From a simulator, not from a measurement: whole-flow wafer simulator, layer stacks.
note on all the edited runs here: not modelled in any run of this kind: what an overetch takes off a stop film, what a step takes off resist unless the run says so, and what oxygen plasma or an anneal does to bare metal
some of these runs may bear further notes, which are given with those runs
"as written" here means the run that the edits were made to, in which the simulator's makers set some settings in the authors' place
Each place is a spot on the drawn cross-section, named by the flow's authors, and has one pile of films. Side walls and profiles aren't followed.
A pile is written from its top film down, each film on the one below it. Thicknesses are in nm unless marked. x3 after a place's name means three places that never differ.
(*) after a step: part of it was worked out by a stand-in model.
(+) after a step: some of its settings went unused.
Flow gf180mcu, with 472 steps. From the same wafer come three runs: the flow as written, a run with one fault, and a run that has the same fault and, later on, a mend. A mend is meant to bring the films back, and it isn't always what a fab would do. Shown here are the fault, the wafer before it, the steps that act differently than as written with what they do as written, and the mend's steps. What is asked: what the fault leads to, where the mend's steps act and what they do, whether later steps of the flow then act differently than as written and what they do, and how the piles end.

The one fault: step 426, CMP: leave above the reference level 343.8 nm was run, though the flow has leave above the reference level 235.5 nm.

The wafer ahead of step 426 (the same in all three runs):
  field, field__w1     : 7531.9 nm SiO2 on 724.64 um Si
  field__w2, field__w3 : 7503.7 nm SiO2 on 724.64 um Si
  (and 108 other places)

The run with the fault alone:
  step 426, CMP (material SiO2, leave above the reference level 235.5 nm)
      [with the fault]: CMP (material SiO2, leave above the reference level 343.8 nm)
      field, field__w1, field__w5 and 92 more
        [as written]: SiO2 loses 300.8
        [with the fault]: SiO2 loses 192.5
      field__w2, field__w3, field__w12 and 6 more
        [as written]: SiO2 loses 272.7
        [with the fault]: SiO2 loses 164.4
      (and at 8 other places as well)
  Later steps of the flow acting differently than as written (2 more steps, not shown, differ only slightly: by at most 2% or 0.5 nm, whichever is larger):
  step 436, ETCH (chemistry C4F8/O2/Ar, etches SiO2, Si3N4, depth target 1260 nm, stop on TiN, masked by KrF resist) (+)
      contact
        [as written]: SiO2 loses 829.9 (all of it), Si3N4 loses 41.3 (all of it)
        [with the fault]: SiO2 loses 938.2 (all of it), Si3N4 loses 41.3 (all of it)
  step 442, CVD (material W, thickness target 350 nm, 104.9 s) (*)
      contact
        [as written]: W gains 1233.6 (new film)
        [with the fault]: W gains 1342.7 (new film)
  By the end, the piles at field__w4, field__w8, contact, m1, m1__w1, mim, mim_1p0, m1_nw depart from the flow's by more than 2% or 0.5 nm, whichever is larger.
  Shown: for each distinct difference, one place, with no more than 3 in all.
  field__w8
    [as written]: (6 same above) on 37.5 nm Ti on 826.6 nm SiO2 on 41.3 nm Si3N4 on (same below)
    [with the fault]: (6 same above) on 37.5 nm Ti on 934.9 nm SiO2 on 41.3 nm Si3N4 on (same below)
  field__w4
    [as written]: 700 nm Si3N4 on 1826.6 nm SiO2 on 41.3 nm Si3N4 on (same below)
    [with the fault]: 700 nm Si3N4 on 1934.9 nm SiO2 on 41.3 nm Si3N4 on (same below)
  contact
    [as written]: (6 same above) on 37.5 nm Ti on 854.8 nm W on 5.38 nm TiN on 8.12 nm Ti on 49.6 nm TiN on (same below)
    [with the fault]: (6 same above) on 37.5 nm Ti on 963.9 nm W on 5.06 nm TiN on 7.63 nm Ti on 49.6 nm TiN on (same below)

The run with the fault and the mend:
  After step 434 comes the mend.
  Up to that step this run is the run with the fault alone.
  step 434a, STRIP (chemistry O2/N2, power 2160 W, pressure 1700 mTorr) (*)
      field, field__w1, field__w2 and 108 more
        KrF resist loses 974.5 (all of it), anti-reflective coat loses 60 (all of it)
      contact
        anti-reflective coat loses 60 (all of it)
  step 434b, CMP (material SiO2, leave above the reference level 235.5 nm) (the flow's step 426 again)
      field, field__w1, field__w2 and 109 more
        SiO2 loses 108.3
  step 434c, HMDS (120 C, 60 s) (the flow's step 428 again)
      does not change any film at any place that is followed
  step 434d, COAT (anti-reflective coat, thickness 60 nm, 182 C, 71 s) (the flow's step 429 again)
      field, field__w1, field__w2 and 109 more
        anti-reflective coat gains 60 (new film)
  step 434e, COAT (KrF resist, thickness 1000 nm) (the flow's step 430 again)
      field, field__w1, field__w2 and 109 more
        KrF resist gains 1000 (new film)
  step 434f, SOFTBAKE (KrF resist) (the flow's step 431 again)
      does not change any film at any place that is followed
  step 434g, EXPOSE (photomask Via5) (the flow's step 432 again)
      does not change any film at any place that is followed
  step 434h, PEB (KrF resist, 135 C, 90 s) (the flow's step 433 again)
      field, field__w1, field__w2 and 109 more
        KrF resist loses 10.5
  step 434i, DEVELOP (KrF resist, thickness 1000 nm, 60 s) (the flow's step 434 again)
      field, field__w1, field__w2 and 108 more
        KrF resist loses 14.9
      contact
        KrF resist loses 989.5 (all of it)
  Every later step of the flow that is run acts as written at every place that is followed.
  At every place that both follow, the piles at the end match the flow's.
